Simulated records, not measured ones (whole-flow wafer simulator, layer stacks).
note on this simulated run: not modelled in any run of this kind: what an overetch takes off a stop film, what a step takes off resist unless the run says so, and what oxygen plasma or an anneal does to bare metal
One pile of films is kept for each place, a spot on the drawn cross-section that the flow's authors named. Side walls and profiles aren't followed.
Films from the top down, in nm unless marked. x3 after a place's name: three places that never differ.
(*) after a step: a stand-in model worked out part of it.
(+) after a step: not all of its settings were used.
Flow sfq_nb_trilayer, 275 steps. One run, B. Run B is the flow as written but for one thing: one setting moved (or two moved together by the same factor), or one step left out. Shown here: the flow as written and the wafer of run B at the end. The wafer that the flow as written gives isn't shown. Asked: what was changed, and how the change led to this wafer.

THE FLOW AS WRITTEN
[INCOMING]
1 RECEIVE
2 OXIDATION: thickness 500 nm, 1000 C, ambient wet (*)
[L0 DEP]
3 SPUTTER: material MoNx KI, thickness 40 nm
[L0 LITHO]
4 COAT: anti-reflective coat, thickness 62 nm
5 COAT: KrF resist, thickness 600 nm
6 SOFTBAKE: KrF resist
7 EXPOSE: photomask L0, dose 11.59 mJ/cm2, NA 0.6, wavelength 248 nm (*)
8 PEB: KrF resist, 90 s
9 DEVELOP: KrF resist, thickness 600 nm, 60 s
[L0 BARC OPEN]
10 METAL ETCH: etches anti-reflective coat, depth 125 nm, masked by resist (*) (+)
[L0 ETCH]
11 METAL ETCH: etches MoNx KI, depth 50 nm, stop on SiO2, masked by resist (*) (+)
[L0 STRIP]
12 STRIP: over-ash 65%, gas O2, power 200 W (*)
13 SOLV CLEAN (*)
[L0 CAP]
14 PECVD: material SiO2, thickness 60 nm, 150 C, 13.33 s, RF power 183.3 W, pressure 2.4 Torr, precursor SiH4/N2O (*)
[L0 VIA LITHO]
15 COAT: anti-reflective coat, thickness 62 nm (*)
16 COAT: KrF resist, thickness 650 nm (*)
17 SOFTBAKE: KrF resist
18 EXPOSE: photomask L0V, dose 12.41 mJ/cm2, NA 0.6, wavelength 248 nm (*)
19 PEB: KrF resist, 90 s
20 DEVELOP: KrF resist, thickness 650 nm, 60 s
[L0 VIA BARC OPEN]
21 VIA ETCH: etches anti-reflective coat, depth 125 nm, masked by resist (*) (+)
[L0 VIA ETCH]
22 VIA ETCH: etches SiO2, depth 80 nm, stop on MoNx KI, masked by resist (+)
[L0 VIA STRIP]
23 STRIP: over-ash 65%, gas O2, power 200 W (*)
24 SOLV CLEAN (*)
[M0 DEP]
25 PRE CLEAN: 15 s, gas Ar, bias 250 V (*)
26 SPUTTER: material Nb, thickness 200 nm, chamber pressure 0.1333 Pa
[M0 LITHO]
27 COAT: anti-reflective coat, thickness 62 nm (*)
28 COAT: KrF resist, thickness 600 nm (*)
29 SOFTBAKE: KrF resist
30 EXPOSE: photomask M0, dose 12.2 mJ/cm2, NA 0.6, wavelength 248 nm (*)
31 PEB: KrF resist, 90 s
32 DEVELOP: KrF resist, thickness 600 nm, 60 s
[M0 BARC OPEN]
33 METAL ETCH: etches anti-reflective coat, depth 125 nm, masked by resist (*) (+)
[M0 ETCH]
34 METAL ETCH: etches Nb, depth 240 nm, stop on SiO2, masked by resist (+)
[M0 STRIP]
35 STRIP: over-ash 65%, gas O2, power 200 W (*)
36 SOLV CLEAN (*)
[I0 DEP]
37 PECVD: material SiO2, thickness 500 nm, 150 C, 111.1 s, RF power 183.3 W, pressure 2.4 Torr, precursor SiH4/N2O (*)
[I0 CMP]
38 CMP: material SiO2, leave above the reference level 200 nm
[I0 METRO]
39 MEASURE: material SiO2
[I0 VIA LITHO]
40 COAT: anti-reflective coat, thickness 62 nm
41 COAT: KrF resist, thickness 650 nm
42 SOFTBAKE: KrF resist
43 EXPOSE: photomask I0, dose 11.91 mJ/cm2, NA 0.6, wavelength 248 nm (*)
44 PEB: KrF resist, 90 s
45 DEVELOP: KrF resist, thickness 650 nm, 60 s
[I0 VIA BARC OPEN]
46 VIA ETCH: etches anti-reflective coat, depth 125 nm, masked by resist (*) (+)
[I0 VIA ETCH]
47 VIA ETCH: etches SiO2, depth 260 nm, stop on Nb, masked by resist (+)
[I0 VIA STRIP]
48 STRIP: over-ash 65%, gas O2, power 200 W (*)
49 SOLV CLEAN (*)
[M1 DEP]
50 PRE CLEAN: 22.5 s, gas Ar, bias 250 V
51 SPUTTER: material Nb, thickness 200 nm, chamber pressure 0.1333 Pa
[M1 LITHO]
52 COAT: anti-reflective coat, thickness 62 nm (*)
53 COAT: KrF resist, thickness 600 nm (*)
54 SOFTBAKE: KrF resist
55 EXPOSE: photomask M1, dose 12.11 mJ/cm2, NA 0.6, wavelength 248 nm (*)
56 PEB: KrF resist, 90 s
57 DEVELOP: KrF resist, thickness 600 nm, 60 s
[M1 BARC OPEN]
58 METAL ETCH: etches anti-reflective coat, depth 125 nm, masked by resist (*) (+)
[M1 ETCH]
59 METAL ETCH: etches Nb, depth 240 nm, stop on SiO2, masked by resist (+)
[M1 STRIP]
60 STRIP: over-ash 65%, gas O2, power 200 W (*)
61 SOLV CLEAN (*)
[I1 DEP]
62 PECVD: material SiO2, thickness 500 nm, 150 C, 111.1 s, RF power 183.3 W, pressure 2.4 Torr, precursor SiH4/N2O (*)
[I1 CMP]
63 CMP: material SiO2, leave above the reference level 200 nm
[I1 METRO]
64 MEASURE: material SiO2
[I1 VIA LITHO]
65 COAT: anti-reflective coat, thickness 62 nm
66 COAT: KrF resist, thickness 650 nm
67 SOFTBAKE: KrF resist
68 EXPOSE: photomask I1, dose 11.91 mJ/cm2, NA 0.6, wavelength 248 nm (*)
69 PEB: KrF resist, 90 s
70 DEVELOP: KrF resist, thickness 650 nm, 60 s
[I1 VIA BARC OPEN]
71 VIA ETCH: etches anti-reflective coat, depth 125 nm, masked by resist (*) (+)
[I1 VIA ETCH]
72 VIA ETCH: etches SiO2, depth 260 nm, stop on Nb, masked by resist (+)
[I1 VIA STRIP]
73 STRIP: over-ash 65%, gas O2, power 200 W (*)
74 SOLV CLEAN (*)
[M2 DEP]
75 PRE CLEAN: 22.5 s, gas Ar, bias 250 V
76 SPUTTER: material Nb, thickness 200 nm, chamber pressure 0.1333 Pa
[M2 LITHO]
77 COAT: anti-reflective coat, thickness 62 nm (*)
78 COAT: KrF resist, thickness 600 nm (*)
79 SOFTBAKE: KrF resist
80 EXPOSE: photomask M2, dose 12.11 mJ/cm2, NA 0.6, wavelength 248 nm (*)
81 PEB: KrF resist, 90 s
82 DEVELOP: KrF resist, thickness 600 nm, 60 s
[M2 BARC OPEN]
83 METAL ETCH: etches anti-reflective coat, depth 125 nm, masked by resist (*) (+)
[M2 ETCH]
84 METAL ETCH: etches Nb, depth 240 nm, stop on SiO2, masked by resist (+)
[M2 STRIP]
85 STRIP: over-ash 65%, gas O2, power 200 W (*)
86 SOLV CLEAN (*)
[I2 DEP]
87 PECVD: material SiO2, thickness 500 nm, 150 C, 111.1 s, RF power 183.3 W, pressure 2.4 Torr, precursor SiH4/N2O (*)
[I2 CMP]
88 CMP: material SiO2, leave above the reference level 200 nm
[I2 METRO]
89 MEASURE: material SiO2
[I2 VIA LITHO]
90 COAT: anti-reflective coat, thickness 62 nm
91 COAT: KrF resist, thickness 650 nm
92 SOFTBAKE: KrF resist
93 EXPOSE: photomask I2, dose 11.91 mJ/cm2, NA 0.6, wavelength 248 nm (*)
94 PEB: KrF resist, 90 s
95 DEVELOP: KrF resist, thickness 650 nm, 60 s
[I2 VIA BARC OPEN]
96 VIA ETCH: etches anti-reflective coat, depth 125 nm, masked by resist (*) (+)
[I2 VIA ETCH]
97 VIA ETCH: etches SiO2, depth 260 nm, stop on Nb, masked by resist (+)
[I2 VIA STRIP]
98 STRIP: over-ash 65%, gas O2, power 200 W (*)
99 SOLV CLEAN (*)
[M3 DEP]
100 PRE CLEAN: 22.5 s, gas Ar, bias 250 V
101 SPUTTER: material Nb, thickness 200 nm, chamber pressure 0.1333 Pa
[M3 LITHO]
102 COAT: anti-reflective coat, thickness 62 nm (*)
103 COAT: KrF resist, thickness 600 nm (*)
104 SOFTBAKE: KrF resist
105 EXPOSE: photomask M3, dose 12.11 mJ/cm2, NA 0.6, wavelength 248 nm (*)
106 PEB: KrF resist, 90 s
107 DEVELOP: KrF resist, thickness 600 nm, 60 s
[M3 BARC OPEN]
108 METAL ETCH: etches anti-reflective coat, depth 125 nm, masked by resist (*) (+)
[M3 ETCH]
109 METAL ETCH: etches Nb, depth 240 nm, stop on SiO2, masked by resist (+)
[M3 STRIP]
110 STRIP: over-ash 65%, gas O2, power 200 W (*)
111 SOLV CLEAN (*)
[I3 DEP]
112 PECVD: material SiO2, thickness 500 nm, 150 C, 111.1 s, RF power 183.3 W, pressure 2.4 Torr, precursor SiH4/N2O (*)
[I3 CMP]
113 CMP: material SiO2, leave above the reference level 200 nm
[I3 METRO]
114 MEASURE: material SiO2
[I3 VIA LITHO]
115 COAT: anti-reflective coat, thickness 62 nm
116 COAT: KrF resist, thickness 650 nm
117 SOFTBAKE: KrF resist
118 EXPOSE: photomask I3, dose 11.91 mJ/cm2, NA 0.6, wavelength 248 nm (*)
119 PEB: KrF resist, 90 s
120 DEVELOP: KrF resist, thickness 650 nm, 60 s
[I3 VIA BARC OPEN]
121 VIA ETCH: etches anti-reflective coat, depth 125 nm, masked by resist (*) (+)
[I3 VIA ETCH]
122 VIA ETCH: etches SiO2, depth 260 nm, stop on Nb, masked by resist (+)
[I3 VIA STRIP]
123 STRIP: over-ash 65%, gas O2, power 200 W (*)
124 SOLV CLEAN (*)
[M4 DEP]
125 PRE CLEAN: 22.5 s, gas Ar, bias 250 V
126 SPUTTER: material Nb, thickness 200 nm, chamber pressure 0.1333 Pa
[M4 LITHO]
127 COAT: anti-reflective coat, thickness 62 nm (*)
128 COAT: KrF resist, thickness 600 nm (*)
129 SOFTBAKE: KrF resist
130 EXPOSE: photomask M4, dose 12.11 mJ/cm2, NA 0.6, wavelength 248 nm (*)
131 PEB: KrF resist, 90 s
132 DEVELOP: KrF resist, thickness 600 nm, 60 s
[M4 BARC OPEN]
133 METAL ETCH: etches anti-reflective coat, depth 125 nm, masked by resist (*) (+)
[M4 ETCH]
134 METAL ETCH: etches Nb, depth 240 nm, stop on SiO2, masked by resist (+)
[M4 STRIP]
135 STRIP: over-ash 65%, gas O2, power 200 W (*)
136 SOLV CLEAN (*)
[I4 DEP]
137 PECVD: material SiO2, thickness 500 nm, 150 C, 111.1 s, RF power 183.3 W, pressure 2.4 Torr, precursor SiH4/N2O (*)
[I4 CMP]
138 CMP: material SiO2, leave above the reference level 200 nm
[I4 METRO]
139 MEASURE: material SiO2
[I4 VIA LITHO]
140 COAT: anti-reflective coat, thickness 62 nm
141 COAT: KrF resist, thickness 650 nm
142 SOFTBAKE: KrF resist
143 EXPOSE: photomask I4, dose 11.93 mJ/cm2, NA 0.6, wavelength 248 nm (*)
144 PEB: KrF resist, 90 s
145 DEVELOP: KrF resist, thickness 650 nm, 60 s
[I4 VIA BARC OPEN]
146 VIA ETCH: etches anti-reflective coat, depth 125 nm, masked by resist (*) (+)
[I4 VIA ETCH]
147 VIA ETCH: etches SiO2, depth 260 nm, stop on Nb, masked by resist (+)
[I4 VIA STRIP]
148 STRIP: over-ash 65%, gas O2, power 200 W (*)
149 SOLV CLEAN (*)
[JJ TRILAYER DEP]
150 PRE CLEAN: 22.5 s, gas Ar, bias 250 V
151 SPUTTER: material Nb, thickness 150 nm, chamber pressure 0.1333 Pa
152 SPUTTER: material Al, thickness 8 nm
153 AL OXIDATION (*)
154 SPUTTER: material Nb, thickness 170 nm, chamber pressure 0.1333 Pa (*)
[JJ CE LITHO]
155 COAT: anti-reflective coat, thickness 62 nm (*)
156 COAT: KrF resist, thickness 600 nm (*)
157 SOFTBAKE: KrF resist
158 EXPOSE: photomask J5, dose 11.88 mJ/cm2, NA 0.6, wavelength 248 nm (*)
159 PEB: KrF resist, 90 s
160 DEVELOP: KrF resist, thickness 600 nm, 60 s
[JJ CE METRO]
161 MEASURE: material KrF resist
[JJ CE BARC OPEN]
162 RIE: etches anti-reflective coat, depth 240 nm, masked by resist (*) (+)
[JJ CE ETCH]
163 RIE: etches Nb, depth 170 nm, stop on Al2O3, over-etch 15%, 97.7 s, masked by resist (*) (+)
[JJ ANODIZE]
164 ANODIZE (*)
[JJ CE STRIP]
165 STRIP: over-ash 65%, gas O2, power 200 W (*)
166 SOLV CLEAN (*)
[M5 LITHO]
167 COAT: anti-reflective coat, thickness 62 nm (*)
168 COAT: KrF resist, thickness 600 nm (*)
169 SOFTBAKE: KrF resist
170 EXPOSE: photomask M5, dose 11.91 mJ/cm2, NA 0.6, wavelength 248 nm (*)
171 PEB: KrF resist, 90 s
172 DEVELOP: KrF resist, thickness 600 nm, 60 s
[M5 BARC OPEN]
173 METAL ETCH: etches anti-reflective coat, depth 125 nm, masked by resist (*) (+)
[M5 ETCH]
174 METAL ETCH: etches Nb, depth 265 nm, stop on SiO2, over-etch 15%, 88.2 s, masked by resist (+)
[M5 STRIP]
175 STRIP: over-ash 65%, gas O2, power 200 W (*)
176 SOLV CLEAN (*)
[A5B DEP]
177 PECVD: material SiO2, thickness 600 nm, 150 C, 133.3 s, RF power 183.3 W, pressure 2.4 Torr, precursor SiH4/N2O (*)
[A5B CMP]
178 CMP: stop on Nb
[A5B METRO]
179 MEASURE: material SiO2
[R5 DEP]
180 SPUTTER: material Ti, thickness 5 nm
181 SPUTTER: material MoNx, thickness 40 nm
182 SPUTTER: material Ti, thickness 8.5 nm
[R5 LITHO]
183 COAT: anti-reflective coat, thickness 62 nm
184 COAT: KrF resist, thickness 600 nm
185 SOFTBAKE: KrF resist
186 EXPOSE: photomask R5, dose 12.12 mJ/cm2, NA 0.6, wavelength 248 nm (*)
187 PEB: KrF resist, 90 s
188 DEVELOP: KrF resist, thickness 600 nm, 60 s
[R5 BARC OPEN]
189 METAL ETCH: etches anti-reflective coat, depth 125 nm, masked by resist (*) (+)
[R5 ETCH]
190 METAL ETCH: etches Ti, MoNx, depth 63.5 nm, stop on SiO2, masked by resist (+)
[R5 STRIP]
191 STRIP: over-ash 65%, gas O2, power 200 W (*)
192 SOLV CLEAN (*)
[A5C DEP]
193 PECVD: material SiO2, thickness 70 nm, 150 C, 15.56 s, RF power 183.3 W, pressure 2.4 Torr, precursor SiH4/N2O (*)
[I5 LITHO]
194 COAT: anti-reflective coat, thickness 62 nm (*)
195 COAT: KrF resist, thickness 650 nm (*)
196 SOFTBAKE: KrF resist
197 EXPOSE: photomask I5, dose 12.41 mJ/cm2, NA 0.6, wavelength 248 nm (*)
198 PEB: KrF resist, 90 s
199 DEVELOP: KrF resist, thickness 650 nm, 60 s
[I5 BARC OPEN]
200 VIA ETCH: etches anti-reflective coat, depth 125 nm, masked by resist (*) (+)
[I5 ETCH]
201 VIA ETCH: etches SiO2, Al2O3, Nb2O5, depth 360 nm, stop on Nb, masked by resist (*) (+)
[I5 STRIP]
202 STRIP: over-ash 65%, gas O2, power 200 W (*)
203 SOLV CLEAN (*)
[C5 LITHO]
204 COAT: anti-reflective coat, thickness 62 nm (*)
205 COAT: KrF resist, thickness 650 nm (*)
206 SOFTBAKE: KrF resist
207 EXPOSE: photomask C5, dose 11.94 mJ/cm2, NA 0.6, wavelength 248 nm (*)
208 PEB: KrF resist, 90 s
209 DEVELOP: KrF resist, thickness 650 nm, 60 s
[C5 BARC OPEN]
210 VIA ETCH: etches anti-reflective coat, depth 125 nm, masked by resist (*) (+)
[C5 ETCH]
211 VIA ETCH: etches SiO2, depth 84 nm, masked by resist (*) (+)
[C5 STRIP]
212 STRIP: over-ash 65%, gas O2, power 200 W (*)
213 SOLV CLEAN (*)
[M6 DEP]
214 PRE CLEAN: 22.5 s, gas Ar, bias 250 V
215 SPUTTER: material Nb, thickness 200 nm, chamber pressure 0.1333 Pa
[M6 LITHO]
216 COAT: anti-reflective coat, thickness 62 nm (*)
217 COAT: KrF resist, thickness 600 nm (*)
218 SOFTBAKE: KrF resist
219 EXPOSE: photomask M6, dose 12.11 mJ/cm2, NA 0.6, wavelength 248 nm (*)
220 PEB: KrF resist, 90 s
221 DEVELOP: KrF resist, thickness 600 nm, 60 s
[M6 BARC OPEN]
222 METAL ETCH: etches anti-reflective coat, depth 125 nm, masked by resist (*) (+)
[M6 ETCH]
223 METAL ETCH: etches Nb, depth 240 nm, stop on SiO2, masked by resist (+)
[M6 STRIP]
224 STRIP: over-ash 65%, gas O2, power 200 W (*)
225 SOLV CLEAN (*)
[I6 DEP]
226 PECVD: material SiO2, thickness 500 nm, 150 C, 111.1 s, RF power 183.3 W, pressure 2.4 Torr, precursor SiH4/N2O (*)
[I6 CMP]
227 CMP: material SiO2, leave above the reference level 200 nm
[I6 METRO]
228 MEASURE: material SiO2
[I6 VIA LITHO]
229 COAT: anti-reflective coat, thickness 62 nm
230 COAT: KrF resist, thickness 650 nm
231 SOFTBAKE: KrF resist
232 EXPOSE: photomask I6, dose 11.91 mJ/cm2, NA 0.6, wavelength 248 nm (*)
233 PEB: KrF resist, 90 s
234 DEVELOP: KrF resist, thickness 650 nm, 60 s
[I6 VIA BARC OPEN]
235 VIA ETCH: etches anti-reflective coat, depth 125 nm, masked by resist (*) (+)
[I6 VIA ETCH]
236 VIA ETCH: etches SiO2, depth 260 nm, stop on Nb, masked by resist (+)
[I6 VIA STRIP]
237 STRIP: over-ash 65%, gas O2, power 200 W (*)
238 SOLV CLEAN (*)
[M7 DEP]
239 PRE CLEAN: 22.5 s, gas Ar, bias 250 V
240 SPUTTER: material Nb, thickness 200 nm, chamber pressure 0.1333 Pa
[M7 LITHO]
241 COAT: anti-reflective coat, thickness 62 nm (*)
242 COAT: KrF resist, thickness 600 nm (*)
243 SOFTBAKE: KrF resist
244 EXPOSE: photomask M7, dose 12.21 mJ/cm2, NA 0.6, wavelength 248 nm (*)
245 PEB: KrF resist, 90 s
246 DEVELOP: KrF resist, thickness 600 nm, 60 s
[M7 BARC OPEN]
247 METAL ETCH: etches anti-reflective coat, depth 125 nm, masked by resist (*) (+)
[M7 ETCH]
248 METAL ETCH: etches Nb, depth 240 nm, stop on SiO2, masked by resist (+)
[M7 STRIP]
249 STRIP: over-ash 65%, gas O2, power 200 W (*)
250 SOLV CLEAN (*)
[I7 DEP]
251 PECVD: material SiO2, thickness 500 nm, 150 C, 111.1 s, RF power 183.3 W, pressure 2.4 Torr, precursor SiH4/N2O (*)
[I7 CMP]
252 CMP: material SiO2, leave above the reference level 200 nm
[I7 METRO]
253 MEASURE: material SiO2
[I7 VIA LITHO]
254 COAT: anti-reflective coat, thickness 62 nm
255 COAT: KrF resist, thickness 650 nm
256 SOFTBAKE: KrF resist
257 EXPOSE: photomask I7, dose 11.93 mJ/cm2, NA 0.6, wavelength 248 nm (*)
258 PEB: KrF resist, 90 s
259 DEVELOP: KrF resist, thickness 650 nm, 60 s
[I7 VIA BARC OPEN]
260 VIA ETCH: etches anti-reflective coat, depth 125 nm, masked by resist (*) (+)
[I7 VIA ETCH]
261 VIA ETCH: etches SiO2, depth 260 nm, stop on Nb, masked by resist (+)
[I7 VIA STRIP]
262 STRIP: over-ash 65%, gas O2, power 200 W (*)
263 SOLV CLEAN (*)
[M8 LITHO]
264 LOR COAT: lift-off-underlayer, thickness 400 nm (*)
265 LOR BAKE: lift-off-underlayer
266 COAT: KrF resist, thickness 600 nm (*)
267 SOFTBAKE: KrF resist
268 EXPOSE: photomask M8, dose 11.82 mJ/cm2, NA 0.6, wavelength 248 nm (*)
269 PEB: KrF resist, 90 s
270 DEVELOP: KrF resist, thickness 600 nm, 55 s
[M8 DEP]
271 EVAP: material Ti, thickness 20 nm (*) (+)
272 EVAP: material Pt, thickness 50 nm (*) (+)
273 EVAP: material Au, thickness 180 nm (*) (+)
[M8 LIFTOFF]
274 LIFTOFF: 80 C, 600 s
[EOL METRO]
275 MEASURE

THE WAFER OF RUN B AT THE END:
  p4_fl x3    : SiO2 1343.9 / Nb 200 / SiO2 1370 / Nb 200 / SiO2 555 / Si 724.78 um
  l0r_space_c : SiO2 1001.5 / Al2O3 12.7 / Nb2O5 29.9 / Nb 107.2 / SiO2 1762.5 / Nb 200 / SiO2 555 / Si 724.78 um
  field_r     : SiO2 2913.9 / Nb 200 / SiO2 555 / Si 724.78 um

The cause: step 151, SPUTTER: thickness 118 nm was run, where the flow has thickness 150 nm.

How the change led to this, step by step:
  151 SPUTTER: material Nb, thickness 150 nm, chamber pressure 0.1333 Pa
      field_l, v_sur, via_sp and 100 more: Nb +118 (new film) (as written it would be: Nb +150 (new film))
      via_wl, via_w, via_wr: Nb +102.4 (as written it would be: Nb +130.4)
  155 COAT: anti-reflective coat, thickness 62 nm (*)
      via_wl, via_wr: anti-reflective coat +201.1 (new film) (as written it would be: anti-reflective coat +209.4 (new film))
      via_w: anti-reflective coat +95 (new film) (as written it would be: anti-reflective coat +97.4 (new film))
  162 RIE: etches anti-reflective coat, depth 240 nm, masked by resist (*) (+)
      ce_l, c5j, ce_r, wl_jj: KrF resist -201.1 (as written it would be: KrF resist -209.4)
      via_wl, via_wr: anti-reflective coat -201.1 (all of it) (as written it would be: anti-reflective coat -209.4 (all of it))
      (and at 1 more place)
  165 STRIP: over-ash 65%, gas O2, power 200 W (*)
      ce_l: KrF resist -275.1 (all of it), anti-reflective coat -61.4 (all of it) (as written it would be: KrF resist -266.8 (all of it), anti-reflective coat -61.4 (all of it))
      c5j: KrF resist -275.1 (all of it), anti-reflective coat -61.5 (all of it) (as written it would be: KrF resist -266.9 (all of it), anti-reflective coat -61.5 (all of it))
      (and at 2 more places)
  167 COAT: anti-reflective coat, thickness 62 nm (*)
      via_wl: anti-reflective coat +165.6 (new film) (as written it would be: anti-reflective coat +170.5 (new film))
      via_wr: anti-reflective coat +165.7 (new film) (as written it would be: anti-reflective coat +170.6 (new film))
  174 METAL ETCH: etches Nb, depth 265 nm, stop on SiO2, over-etch 15%, 88.2 s, masked by resist (+)
      field_l, r_sur, res and 50 more: Al2O3 -12.6 (all of it), Nb2O5 -29.9 (all of it), Nb -107.2 (all of it), SiO2 -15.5 (as written it would be: Al2O3 -12.6 (all of it), Nb2O5 -29.9 (all of it), Nb -139.2 (all of it), SiO2 -12.3)
  175 STRIP: over-ash 65%, gas O2, power 200 W (*)
      via_wl: KrF resist -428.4 (all of it), anti-reflective coat -165.6 (all of it) (as written it would be: KrF resist -427 (all of it), anti-reflective coat -170.5 (all of it))
      via_wr: KrF resist -429 (all of it), anti-reflective coat -165.7 (all of it) (as written it would be: KrF resist -427.6 (all of it), anti-reflective coat -170.6 (all of it))
  178 CMP: stop on Nb
      field_l, p4_fl x3, p4_w1 x9 and 29 more: SiO2 -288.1 (as written it would be: SiO2 -259.3)
      r_sur, res, r_end, moat, field_r, lsp_l: SiO2 -282.1 (as written it would be: SiO2 -252.3)
      (and at 5 more places)
